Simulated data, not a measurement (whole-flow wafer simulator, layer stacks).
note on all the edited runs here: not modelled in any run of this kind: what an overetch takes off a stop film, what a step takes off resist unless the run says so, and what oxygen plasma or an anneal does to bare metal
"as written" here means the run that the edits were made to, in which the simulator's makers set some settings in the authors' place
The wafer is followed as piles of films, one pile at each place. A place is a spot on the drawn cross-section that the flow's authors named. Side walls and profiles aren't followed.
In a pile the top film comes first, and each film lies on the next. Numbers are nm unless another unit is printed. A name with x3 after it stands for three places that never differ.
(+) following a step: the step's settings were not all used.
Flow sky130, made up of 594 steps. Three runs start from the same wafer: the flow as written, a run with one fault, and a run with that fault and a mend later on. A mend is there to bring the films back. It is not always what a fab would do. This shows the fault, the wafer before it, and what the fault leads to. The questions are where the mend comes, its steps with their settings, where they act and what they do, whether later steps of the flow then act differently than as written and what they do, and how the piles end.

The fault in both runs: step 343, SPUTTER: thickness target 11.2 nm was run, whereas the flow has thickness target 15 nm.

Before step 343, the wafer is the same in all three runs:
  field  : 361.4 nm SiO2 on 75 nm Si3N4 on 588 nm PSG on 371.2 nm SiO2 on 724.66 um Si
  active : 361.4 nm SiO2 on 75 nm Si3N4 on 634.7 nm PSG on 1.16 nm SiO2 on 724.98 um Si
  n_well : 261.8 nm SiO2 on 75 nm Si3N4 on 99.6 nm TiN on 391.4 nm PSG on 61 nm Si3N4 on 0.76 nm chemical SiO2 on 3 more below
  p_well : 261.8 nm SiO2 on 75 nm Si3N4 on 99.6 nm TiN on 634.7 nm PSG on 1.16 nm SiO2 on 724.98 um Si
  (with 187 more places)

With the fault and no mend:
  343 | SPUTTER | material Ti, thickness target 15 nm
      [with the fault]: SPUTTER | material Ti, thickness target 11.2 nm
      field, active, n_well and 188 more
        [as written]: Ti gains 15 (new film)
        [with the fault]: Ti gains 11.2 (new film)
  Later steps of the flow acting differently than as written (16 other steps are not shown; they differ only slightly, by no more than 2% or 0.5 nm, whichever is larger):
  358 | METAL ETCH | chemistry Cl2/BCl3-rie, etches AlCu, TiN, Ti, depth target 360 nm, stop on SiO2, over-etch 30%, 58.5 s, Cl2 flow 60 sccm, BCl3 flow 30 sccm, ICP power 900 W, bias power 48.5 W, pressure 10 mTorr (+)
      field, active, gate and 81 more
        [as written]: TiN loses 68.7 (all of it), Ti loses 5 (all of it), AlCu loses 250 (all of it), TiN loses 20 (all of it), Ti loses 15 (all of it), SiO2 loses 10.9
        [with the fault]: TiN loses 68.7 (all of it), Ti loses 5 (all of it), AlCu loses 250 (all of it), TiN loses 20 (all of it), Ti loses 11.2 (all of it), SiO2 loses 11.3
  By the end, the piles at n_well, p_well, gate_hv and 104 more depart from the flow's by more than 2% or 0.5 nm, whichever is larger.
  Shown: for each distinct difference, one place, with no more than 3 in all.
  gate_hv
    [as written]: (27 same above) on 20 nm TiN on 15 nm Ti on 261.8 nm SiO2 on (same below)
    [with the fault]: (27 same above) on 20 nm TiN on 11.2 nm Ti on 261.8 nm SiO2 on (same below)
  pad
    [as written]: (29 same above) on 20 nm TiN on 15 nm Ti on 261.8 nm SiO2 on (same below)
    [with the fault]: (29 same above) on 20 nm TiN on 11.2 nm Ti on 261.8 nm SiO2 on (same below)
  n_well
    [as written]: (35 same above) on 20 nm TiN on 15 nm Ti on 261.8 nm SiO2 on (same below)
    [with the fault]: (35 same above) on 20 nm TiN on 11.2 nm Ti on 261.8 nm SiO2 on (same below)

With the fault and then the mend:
  The mend follows step 343.
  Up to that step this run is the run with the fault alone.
  343a | SPUTTER | material Ti, thickness target 3.8 nm (a further turn of the flow's step 343, with different settings)
      field, active, n_well and 188 more
        Ti gains 3.8
  Every later step of the flow that is run acts as written at every place that is followed.
  The piles end the same as the flow's at every place that both follow.
